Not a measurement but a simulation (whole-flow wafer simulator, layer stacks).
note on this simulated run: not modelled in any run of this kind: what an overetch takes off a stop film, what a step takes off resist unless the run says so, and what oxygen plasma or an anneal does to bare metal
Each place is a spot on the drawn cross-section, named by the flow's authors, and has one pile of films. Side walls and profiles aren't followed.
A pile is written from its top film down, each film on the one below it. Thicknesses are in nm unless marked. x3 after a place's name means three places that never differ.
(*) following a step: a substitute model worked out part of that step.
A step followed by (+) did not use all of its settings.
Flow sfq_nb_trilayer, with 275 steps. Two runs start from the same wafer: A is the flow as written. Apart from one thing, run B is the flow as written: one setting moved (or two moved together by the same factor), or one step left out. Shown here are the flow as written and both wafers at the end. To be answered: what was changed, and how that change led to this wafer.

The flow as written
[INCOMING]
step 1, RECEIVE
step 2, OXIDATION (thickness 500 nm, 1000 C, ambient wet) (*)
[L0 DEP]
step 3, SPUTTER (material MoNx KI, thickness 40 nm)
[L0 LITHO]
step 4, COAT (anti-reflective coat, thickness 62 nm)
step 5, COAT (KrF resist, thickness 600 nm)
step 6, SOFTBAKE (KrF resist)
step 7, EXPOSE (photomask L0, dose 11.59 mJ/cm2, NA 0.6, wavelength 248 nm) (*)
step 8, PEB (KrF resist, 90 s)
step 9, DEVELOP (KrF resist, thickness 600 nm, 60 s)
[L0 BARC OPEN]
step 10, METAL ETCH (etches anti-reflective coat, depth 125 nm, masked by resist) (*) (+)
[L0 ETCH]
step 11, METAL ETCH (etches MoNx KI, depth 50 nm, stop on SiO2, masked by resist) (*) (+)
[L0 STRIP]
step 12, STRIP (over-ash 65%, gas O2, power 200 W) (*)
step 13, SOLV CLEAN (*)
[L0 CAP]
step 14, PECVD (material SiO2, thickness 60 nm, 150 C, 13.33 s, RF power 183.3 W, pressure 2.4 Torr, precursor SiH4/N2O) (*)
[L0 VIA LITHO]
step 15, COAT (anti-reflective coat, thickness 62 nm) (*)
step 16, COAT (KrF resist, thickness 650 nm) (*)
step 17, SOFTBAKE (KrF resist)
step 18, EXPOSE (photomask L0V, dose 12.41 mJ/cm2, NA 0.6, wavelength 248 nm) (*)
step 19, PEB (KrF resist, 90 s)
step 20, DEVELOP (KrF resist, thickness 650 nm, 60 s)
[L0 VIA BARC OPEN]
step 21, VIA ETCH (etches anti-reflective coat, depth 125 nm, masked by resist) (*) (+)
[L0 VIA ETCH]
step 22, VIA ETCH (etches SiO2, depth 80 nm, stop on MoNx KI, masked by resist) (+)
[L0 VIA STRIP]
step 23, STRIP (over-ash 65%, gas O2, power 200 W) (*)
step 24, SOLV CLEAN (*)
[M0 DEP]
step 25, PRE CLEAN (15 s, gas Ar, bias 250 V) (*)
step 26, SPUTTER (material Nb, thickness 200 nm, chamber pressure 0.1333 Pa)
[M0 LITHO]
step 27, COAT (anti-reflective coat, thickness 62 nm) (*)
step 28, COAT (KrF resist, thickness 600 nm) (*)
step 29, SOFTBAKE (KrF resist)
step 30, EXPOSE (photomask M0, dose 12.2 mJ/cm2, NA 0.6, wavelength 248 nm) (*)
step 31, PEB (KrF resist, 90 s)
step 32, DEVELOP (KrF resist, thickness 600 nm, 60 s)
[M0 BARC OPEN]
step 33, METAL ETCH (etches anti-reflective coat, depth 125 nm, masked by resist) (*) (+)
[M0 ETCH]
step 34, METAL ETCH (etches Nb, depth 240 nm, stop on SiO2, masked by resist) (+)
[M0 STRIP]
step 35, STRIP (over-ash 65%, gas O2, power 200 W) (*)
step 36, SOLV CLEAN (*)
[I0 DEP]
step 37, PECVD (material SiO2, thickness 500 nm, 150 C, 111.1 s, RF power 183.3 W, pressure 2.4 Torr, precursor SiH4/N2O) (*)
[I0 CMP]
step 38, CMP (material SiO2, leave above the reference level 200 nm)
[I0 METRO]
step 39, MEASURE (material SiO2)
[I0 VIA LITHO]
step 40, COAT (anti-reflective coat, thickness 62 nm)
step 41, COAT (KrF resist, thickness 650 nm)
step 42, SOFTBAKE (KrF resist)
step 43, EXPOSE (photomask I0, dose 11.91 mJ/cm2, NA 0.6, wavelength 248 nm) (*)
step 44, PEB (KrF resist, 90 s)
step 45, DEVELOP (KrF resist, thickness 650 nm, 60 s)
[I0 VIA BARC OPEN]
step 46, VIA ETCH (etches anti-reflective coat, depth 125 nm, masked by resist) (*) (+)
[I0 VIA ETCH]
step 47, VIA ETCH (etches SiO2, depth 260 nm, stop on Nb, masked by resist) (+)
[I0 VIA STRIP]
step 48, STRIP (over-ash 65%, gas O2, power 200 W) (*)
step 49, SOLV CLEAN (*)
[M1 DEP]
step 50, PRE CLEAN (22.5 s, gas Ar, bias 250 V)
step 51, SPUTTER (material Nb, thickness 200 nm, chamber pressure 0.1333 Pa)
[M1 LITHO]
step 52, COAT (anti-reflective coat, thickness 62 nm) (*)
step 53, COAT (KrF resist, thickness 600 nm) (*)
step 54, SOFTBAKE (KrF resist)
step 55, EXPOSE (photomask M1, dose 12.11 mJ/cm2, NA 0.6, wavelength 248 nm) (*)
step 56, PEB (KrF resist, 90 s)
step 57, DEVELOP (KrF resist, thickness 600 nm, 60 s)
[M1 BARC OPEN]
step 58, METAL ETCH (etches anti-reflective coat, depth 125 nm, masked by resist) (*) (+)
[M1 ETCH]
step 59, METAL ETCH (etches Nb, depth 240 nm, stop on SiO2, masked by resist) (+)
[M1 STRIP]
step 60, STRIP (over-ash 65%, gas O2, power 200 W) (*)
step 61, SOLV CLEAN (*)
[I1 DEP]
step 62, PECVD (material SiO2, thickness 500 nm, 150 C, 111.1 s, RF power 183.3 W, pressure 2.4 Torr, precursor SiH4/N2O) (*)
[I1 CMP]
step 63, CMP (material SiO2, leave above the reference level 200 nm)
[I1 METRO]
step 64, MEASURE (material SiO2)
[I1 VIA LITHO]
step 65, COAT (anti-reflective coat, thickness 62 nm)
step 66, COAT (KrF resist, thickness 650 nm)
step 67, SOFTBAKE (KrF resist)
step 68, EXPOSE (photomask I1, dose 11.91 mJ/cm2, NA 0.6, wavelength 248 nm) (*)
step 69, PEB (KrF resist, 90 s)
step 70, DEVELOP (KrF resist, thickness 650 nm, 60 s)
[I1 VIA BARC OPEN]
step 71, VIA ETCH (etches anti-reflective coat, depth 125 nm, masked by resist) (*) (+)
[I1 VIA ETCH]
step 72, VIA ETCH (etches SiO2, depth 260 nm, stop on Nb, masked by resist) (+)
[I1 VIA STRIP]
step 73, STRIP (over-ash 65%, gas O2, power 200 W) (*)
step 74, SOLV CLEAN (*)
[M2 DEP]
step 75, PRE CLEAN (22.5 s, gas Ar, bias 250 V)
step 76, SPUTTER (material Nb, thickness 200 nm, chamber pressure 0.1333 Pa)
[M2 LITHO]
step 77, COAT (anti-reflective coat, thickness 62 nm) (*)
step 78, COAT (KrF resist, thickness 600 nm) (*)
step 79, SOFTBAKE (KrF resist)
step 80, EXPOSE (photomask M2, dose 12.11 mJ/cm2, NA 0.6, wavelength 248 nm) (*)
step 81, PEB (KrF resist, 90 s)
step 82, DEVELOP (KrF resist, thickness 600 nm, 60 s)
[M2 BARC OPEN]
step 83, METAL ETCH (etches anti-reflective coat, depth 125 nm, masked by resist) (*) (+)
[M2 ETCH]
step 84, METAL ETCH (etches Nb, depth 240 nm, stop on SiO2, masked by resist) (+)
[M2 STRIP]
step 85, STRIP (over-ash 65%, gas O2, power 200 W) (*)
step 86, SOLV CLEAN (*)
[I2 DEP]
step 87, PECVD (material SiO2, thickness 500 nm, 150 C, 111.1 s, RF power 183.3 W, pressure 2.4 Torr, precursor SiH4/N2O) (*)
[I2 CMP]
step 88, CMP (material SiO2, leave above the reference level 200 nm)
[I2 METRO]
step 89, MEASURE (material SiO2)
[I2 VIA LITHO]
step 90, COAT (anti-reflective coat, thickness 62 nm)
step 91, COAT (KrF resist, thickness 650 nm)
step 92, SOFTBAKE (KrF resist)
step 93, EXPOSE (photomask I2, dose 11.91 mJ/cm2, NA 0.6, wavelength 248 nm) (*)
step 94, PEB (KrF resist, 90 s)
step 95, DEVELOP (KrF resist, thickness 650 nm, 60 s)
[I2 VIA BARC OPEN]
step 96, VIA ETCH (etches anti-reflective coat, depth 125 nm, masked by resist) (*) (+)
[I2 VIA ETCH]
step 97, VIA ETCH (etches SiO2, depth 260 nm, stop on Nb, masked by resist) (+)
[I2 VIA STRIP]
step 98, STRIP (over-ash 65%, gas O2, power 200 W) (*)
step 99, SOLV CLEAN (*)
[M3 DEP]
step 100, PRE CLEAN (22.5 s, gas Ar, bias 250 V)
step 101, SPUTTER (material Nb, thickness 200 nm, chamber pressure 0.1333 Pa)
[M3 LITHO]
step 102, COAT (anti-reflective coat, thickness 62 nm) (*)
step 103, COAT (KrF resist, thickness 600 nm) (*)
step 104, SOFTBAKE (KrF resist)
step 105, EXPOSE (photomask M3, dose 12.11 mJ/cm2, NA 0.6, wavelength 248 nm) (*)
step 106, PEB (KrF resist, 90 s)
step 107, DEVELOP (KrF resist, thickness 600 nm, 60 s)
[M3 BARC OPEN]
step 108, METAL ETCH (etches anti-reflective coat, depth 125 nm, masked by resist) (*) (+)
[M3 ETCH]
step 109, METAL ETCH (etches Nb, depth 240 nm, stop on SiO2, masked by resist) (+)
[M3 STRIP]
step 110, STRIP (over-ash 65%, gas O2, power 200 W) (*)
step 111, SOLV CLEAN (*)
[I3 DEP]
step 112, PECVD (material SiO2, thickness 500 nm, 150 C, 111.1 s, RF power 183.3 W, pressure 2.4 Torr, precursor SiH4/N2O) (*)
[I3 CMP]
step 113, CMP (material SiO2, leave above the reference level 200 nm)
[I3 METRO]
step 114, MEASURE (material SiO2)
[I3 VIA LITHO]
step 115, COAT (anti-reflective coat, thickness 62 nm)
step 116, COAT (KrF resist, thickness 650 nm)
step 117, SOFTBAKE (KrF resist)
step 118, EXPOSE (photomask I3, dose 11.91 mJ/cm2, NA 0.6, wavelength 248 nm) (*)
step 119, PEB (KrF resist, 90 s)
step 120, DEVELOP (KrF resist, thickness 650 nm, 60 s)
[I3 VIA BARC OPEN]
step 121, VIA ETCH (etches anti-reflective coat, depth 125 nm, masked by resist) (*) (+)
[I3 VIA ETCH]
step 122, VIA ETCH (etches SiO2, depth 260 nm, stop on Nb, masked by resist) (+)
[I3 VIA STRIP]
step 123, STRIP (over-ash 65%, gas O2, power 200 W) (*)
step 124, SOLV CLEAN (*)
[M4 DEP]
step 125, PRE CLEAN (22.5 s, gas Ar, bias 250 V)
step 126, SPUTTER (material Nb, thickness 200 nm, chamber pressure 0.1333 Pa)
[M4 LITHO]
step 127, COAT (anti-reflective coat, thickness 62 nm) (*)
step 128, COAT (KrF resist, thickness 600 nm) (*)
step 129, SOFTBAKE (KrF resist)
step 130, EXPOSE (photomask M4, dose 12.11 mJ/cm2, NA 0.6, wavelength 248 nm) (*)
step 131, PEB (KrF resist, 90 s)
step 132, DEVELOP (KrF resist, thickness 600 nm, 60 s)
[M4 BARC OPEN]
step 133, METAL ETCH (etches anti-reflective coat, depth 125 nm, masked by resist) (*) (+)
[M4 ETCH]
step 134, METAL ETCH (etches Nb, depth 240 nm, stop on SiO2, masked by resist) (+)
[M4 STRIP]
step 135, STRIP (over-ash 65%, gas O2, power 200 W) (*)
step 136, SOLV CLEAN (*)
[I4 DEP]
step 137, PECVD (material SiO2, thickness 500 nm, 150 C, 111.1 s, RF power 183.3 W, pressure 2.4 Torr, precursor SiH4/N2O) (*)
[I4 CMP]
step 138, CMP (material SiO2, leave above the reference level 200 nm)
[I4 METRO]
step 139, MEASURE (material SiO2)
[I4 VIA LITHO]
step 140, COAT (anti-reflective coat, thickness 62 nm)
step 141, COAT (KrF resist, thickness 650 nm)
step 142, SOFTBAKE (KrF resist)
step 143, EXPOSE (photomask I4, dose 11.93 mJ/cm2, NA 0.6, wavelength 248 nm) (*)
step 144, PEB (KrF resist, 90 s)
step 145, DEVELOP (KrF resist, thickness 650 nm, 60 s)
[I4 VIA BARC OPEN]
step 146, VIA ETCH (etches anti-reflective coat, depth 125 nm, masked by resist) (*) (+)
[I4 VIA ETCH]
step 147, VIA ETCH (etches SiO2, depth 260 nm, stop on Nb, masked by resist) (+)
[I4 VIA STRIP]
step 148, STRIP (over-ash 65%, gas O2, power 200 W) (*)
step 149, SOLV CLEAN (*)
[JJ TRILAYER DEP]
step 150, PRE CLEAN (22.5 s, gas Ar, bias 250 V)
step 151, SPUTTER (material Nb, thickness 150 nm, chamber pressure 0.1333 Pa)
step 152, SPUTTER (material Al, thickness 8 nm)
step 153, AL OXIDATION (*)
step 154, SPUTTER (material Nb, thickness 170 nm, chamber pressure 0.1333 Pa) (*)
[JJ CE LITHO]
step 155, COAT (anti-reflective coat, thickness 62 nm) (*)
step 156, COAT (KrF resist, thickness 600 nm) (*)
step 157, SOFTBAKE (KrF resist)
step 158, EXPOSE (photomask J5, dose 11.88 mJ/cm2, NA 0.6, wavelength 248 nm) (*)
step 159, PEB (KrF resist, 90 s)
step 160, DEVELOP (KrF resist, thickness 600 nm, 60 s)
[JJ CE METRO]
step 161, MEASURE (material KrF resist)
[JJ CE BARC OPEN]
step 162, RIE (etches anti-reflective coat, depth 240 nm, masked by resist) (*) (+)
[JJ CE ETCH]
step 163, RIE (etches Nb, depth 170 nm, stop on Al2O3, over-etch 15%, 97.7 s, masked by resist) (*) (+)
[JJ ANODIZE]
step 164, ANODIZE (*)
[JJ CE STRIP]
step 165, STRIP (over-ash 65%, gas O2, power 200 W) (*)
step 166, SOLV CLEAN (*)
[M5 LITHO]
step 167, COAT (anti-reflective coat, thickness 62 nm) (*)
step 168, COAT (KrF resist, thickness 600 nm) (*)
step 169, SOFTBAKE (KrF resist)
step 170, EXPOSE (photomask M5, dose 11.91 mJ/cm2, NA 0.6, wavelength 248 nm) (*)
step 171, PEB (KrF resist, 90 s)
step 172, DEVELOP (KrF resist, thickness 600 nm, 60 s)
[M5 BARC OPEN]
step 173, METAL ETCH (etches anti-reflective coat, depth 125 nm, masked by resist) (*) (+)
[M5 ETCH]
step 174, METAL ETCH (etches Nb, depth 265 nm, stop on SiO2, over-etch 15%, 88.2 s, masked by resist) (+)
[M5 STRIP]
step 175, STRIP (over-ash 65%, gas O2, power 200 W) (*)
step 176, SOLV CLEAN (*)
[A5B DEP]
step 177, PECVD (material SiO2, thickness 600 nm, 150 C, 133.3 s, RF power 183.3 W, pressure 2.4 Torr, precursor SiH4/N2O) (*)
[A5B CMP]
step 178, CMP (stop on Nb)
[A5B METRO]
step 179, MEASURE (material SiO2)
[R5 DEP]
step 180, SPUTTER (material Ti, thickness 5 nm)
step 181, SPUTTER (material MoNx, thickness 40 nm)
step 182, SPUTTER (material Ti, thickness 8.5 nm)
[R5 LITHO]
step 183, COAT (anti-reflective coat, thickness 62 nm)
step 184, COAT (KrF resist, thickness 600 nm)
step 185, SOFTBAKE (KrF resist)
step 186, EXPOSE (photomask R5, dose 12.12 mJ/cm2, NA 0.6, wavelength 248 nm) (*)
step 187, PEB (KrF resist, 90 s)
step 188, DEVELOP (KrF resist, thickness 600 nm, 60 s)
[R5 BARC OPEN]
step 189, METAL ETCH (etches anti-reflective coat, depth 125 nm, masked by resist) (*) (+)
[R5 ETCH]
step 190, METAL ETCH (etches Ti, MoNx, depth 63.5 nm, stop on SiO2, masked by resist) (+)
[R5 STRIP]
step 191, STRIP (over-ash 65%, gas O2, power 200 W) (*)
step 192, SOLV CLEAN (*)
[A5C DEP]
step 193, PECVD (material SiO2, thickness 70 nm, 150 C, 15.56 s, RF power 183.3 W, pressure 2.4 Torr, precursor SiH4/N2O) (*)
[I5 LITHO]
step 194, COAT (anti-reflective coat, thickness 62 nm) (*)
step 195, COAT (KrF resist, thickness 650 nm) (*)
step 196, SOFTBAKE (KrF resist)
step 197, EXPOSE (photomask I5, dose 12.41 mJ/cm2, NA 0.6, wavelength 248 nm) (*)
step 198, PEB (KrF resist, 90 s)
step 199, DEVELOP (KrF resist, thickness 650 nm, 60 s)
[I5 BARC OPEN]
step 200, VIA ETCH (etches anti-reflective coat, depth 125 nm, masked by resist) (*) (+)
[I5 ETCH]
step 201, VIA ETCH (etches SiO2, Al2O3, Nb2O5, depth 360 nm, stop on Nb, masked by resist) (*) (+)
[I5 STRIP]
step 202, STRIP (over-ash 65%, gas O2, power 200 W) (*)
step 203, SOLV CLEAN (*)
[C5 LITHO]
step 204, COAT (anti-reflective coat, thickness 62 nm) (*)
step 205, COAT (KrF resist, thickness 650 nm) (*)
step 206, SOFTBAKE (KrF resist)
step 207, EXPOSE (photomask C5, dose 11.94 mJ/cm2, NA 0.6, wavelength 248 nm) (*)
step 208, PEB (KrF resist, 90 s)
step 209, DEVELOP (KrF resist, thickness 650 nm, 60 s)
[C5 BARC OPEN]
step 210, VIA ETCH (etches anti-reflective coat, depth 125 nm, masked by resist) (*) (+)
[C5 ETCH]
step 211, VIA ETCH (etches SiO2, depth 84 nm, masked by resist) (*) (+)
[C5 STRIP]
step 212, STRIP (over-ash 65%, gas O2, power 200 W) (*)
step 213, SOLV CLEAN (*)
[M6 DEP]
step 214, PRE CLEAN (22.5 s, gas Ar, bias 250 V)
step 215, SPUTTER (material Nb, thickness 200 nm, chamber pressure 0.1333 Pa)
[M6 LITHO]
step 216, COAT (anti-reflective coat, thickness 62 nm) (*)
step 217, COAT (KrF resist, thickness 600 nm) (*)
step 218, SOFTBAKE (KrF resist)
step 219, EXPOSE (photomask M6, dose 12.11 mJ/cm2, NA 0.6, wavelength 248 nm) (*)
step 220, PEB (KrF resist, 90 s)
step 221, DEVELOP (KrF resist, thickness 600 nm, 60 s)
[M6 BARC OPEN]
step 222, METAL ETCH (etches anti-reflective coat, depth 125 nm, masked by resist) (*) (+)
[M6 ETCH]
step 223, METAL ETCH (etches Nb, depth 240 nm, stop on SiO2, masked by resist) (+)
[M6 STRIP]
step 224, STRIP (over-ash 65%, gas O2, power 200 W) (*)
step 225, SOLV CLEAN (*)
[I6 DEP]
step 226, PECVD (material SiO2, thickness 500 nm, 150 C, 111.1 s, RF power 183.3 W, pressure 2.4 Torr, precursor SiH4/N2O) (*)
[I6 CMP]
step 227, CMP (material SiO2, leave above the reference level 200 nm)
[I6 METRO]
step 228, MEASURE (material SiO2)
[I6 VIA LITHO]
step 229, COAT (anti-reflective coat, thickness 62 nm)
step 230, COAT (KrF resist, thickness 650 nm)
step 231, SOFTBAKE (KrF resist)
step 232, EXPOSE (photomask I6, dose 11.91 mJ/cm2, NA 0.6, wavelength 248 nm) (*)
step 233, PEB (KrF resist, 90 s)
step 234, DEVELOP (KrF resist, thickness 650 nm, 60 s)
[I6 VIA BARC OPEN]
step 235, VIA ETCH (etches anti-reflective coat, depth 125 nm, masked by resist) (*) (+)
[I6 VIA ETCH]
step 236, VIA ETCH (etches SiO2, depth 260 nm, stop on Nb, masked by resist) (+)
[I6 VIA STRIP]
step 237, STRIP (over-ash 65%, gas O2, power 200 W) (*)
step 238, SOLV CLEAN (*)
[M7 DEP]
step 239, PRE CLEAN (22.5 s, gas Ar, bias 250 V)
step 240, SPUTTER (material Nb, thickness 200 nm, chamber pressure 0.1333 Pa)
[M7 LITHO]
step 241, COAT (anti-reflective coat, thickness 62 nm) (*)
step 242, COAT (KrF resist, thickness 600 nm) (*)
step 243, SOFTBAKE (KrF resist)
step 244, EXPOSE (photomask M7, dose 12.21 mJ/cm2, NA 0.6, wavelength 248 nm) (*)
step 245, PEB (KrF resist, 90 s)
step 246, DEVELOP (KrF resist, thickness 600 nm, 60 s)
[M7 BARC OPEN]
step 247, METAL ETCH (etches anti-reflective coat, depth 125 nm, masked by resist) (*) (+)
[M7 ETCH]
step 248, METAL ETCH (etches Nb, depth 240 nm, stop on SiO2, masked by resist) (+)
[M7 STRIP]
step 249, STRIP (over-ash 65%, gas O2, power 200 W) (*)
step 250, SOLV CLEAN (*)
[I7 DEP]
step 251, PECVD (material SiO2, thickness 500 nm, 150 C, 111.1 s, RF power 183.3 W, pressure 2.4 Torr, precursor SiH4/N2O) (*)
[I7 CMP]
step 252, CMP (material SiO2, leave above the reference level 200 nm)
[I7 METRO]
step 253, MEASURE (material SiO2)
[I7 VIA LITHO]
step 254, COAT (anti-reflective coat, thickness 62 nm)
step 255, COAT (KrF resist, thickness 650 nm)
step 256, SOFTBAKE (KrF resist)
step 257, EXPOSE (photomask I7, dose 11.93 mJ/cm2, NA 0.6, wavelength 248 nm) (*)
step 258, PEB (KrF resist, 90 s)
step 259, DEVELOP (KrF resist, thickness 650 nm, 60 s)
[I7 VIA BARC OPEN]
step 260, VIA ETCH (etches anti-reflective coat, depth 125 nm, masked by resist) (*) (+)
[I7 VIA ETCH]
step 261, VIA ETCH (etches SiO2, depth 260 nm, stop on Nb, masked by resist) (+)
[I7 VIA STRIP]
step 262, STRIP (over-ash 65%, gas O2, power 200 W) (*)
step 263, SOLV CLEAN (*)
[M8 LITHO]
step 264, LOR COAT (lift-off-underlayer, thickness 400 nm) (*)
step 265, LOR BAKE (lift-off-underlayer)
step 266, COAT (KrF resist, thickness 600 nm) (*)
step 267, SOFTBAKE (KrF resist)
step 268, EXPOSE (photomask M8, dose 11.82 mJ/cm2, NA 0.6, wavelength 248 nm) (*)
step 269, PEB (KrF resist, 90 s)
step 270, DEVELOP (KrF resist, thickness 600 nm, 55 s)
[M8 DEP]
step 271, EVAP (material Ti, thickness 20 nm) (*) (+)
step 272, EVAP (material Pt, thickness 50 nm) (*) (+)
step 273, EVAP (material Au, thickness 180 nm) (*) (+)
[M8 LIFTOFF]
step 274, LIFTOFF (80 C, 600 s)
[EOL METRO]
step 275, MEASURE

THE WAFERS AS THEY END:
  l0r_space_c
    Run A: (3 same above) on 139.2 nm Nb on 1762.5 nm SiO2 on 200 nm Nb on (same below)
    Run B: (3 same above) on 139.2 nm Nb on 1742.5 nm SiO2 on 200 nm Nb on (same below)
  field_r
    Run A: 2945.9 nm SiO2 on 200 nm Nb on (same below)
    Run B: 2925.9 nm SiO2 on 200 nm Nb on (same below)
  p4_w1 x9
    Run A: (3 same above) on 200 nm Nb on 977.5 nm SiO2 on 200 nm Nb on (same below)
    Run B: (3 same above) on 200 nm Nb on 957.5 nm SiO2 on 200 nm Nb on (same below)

What caused this: step 51, SPUTTER: thickness 180 nm was run, while the flow as written has thickness 200 nm.

Step by step, how the change led to this:
  step 51, SPUTTER (material Nb, thickness 200 nm, chamber pressure 0.1333 Pa)
      field_l, v_sur, via_wl and 102 more: A Nb gains 200 (new film) | B Nb gains 180 (new film)
      via_w: A Nb gains 174.5 | B Nb gains 157.4
  step 52, COAT (anti-reflective coat, thickness 62 nm) (*)
      via_wr: A anti-reflective coat gains 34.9 (new film) | B anti-reflective coat gains 33.6 (new film)
  step 59, METAL ETCH (etches Nb, depth 240 nm, stop on SiO2, masked by resist) (+)
      field_l, be, be_sur and 79 more: A Nb loses 200 (all of it) | B Nb loses 180 (all of it)
  step 60, STRIP (over-ash 65%, gas O2, power 200 W) (*)
      via_wr: A KrF resist loses 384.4 (all of it), anti-reflective coat loses 34.9 (all of it) | B KrF resist loses 385.8 (all of it), anti-reflective coat loses 33.6 (all of it)
  step 62, PECVD (material SiO2, thickness 500 nm, 150 C, 111.1 s, RF power 183.3 W, pressure 2.4 Torr, precursor SiH4/N2O) (*)
      wl_d_sl, wl_d_sr: A SiO2 gains 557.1 | B SiO2 gains 537.1
  step 63, CMP (material SiO2, leave above the reference level 200 nm)
      field_l, be, be_sur and 72 more: A SiO2 loses 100 | B SiO2 loses 120
      lsp_m, ln_m6, lsp_r, l0_sur, l0v: A SiO2 loses 94.9 | B SiO2 loses 120
